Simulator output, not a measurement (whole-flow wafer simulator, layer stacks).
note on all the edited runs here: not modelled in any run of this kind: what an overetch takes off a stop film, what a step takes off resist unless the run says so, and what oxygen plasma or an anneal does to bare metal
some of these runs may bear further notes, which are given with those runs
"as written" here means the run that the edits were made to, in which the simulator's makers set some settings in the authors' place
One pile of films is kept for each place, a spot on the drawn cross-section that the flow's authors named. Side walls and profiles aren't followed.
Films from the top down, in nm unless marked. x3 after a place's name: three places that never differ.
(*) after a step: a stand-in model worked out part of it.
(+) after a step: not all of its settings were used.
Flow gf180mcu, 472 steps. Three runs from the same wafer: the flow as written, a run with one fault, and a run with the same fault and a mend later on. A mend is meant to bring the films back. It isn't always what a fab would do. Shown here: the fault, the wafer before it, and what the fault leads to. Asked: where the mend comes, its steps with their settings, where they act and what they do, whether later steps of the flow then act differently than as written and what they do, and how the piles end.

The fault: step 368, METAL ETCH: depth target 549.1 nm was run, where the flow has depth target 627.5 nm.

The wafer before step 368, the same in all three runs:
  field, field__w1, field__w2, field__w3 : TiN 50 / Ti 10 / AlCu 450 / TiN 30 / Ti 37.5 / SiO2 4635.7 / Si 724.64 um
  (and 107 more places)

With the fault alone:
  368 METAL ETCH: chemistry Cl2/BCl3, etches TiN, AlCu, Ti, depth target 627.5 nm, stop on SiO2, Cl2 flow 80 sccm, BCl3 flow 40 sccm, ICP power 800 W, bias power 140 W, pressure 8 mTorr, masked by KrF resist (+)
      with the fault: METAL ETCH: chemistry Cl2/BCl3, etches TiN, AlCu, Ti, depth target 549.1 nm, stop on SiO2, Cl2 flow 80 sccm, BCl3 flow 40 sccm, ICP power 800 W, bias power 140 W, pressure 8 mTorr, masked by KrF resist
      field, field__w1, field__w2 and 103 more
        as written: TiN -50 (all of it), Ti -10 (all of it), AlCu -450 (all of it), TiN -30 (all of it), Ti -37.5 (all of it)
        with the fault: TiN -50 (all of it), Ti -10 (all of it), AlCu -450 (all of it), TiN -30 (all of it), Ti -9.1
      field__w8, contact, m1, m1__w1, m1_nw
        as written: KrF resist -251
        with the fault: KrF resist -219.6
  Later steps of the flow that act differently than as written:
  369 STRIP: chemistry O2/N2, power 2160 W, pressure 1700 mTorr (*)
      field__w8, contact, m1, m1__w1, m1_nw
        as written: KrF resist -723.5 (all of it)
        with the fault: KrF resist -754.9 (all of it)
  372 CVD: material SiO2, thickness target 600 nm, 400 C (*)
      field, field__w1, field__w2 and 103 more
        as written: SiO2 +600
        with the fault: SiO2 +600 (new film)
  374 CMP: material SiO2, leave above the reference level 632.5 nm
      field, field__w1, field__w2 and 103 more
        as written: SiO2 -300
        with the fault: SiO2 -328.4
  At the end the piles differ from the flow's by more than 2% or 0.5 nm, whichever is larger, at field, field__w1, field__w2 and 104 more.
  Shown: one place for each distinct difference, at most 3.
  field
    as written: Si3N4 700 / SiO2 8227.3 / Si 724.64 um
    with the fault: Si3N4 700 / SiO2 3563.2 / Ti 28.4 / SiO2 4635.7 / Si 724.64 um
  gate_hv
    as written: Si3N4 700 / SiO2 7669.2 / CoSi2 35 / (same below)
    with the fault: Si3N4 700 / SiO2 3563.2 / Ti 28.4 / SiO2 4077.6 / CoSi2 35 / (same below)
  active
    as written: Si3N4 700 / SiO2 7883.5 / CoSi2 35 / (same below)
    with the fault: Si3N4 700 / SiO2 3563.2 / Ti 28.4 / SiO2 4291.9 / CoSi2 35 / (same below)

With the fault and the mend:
  The mend comes after step 370.
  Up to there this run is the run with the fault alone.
  370a DEHYDRATE: 200 C, 60 s (the flow's step 361 once more)
      changes no film at any place that is followed
  370b HMDS: 120 C, 60 s (the flow's step 362 once more)
      changes no film at any place that is followed
  370c COAT: KrF resist, thickness 1000 nm (*) (the flow's step 363 once more)
      iso_ptap_pw, iso_ntap_nw, iso_nw_fld and 33 more
        KrF resist +1000 (new film)
      field__w11, field__w13, p_well and 9 more
        KrF resist +1003.5 (new film)
      field_sub__w3, field_sub__w4, ld_sd_p and 6 more
        KrF resist +1003.1 (new film)
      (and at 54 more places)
  370d SOFTBAKE: KrF resist (the flow's step 364 once more)
      changes no film at any place that is followed
  370e EXPOSE: photomask Metal4 (the flow's step 365 once more)
      changes no film at any place that is followed
  370f PEB: KrF resist, 135 C, 90 s (the flow's step 366 once more)
      field__w1, field__w2, field__w3 and 55 more
        KrF resist -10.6
      iso_ptap_pw, iso_ntap_nw, iso_nw_fld and 33 more
        KrF resist -10.5
      gate_hv, sd_p, nw_enc_fld_lv__w3, polyc_n, polyc_n_rim
        KrF resist -10.7
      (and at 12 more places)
  370g DEVELOP: thickness 1000 nm, 60 s (the flow's step 367 once more)
      iso_ptap_pw, iso_ntap_nw, iso_nw_fld and 33 more
        KrF resist -989.5 (all of it)
      field__w2, field__w3, field__w7 and 13 more
        KrF resist -993 (all of it)
      field_sub, field_sub__w2, field_sub__w3, field_sub__w4, ld_sd_p, ld_gate_p, ld_acc_p, ld_fp_p
        KrF resist -992.5 (all of it)
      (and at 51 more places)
  370h METAL ETCH: chemistry Cl2/BCl3, etches TiN, AlCu, Ti, depth target 78.4 nm, stop on SiO2, Cl2 flow 80 sccm, BCl3 flow 40 sccm, ICP power 800 W, bias power 140 W, pressure 8 mTorr, masked by KrF resist (+) (the flow's step 368 once more, with other settings)
      field, field__w1, field__w2 and 103 more
        Ti -28.4 (all of it)
      field__w8, contact, m1, m1__w1, m1_nw
        KrF resist -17
  370i STRIP: chemistry O2/N2, power 2160 W, pressure 1700 mTorr (*) (the flow's step 369 once more)
      field__w8
        KrF resist -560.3 (all of it)
      contact
        KrF resist -558.2 (all of it)
      m1
        KrF resist -561.7 (all of it)
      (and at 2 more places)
  370j STRIP: chemistry post etch residue remover, 72.5 C, 1200 s (*) (the flow's step 370 once more)
      field__w8, contact, m1, m1__w1, m1_nw
        TiN -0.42
  No later step of the flow acts differently than as written, at any place that is followed, by more than 2% or 0.5 nm, whichever is larger.
  At the end the piles differ from the flow's only slightly at the places that both follow, by at most 2% or 0.5 nm, whichever is larger.
